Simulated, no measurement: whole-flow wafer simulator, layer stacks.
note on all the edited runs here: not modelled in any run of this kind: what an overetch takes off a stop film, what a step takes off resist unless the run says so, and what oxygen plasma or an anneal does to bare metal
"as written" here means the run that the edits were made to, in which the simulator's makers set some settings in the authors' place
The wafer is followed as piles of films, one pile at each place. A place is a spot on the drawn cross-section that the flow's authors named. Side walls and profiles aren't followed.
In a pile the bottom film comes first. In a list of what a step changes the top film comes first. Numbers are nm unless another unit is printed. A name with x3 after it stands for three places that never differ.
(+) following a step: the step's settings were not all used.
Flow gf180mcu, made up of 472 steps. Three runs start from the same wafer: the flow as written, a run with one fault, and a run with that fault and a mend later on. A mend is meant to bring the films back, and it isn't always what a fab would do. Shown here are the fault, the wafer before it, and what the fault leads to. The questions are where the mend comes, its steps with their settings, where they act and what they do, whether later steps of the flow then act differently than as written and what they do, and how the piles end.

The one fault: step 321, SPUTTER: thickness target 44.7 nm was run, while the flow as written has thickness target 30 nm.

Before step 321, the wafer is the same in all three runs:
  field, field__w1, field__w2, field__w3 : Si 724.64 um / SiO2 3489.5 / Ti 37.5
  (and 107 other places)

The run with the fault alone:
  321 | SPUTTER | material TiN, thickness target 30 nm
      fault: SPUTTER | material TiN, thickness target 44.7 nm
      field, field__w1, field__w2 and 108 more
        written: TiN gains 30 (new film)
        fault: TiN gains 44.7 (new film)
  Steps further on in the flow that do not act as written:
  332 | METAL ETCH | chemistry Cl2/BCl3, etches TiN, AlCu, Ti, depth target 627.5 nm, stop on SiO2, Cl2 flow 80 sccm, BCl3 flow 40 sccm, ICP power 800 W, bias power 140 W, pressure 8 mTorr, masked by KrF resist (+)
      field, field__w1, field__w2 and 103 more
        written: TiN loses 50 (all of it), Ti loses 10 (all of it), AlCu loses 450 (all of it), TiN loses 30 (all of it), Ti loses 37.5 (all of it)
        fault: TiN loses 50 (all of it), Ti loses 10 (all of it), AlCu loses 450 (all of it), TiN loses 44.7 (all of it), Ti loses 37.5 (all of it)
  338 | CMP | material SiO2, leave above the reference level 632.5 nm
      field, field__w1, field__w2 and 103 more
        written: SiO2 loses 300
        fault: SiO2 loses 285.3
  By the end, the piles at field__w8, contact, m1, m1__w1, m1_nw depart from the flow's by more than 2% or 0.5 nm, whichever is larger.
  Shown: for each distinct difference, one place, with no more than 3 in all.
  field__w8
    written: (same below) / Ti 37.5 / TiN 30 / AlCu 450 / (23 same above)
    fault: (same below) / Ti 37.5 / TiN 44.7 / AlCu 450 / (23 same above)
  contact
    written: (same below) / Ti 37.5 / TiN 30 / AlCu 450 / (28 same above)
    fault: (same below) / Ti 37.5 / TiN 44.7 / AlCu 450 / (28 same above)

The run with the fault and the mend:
  The mend follows step 321.
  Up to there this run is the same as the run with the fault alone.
  321a | METAL ETCH | chemistry Cl2/BCl3, etches TiN, AlCu, Ti, depth target 14.7 nm, Cl2 flow 80 sccm, BCl3 flow 40 sccm, ICP power 800 W, bias power 140 W, pressure 8 mTorr (the flow's step 260, run once more with other settings)
      field, field__w1, field__w2 and 108 more
        TiN loses 14.7
  None of the later steps of the flow acts differently than as written at any place that is followed.
  The piles end the same as the flow's at every place that both follow.
